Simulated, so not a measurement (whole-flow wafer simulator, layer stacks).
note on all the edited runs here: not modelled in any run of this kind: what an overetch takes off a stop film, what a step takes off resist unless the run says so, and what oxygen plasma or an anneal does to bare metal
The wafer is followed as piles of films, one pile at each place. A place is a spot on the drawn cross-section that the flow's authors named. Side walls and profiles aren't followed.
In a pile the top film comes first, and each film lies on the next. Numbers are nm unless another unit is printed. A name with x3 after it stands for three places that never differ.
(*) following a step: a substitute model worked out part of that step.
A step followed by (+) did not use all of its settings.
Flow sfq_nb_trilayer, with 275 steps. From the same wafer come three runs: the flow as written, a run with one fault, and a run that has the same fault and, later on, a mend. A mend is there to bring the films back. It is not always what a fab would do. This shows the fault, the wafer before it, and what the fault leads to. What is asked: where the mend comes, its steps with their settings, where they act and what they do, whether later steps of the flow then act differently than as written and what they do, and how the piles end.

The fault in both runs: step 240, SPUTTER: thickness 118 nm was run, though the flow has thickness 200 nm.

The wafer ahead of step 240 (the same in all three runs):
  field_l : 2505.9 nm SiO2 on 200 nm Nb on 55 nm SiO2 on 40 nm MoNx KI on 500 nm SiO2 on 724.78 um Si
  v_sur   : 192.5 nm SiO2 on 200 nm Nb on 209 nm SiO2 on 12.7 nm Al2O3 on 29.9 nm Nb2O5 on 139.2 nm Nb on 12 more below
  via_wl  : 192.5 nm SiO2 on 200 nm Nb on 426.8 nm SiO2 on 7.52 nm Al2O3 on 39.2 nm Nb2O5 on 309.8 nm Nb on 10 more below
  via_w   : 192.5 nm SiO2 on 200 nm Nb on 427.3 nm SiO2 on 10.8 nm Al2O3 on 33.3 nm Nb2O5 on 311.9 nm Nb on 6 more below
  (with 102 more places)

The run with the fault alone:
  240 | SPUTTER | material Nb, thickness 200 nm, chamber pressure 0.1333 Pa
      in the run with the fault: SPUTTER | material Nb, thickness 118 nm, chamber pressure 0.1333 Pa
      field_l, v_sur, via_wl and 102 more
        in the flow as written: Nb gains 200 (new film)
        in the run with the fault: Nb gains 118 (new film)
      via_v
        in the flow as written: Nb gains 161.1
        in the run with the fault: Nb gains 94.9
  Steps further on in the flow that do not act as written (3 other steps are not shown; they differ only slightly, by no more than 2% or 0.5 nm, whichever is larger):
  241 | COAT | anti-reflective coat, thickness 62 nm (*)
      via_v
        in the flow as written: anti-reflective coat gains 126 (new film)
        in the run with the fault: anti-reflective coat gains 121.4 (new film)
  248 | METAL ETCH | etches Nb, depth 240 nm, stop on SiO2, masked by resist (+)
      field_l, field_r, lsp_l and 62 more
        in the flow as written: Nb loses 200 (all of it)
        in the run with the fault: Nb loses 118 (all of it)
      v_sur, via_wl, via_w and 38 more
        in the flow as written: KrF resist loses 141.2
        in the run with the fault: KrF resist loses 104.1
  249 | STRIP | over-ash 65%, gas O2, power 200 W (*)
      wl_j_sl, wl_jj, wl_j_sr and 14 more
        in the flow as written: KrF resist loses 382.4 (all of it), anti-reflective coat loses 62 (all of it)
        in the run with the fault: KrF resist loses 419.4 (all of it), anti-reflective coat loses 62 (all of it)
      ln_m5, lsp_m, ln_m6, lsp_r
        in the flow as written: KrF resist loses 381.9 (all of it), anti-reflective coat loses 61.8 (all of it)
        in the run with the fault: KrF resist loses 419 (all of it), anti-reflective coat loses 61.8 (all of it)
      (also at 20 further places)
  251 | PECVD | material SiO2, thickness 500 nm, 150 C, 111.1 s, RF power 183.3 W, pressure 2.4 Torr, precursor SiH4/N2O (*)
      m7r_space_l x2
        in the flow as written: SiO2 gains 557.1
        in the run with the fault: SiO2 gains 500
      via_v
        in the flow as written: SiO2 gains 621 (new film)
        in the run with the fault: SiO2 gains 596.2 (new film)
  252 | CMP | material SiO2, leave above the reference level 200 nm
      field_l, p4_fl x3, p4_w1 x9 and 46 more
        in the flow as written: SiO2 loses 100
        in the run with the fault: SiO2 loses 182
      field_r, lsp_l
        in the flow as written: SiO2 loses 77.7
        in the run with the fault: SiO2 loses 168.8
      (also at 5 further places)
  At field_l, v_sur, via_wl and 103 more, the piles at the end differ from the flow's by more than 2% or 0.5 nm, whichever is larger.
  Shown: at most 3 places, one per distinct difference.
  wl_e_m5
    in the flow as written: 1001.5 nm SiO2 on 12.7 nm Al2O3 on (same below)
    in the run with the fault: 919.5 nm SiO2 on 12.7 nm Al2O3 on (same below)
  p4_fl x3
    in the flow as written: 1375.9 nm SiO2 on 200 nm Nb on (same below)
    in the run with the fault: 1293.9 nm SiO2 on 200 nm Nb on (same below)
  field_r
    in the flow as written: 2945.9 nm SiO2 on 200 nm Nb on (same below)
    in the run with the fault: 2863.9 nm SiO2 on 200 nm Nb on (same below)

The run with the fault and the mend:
  After step 246 comes the mend.
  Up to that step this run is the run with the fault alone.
  246a | STRIP | over-ash 65%, gas O2, power 200 W (*)
      p4_fl x3, p4_w1 x9, p4_g1 x2 and 46 more
        anti-reflective coat loses 62 (all of it)
      wl_j_sl, wl_jj, wl_j_sr and 14 more
        KrF resist loses 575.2 (all of it), anti-reflective coat loses 62 (all of it)
      field_r, lsp_l, l0_sur, l0v
        anti-reflective coat loses 61.8 (all of it)
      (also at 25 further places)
  246b | SPUTTER | material Nb, thickness 82 nm, chamber pressure 0.1333 Pa (the flow's step 240 again, with other settings)
      field_l, v_sur, via_wl and 102 more
        Nb gains 82
      via_v
        Nb gains 62.8
  246c | COAT | anti-reflective coat, thickness 62 nm (*) (the flow's step 241 again)
      p4_fl x3, p4_w1 x9, p4_g1 x2 and 63 more
        anti-reflective coat gains 62 (new film)
      field_r, lsp_l, ln_m5, lsp_m, ln_m6, lsp_r, l0_sur, l0v
        anti-reflective coat gains 61.8 (new film)
      be_r, r_sur, res, r_end, moat
        anti-reflective coat gains 61.7 (new film)
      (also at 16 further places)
  246d | COAT | KrF resist, thickness 600 nm (*) (the flow's step 242 again)
      p4_fl x3, p4_w1 x9, p4_g1 x2 and 63 more
        KrF resist gains 600 (new film)
      field_r, lsp_l, ln_m5, lsp_m, ln_m6, l0v
        KrF resist gains 599.5 (new film)
      r_end, moat
        KrF resist gains 599.4 (new film)
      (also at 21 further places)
  246e | SOFTBAKE | KrF resist (the flow's step 243 again)
      does not change any film at any place that is followed
  246f | EXPOSE | photomask M7, dose 12.21 mJ/cm2, NA 0.6, wavelength 248 nm (*) (the flow's step 244 again)
      does not change any film at any place that is followed
  246g | PEB | KrF resist, 90 s (the flow's step 245 again)
      field_l, v_sur, via_wl and 97 more
        KrF resist loses 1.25
      via_w, via_wr, wire, be
        KrF resist loses 1.24
      via_sp
        KrF resist loses 1.23
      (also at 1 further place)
  246h | DEVELOP | KrF resist, thickness 600 nm, 60 s (the flow's step 246 again)
      p4_fl x3, p4_w1 x9, p4_g1 x2 and 46 more
        KrF resist loses 598.7 (all of it)
      v_sur, via_wl, via_w and 38 more
        KrF resist loses 23.5
      field_r, lsp_l
        KrF resist loses 598.2 (all of it)
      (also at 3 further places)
  None of the later steps of the flow differs from how it acts as written, at any place that is followed, by more than 2% or 0.5 nm, whichever is larger.
  The piles end only slightly different from the flow's at the places that both follow, by no more than 2% or 0.5 nm, whichever is larger.
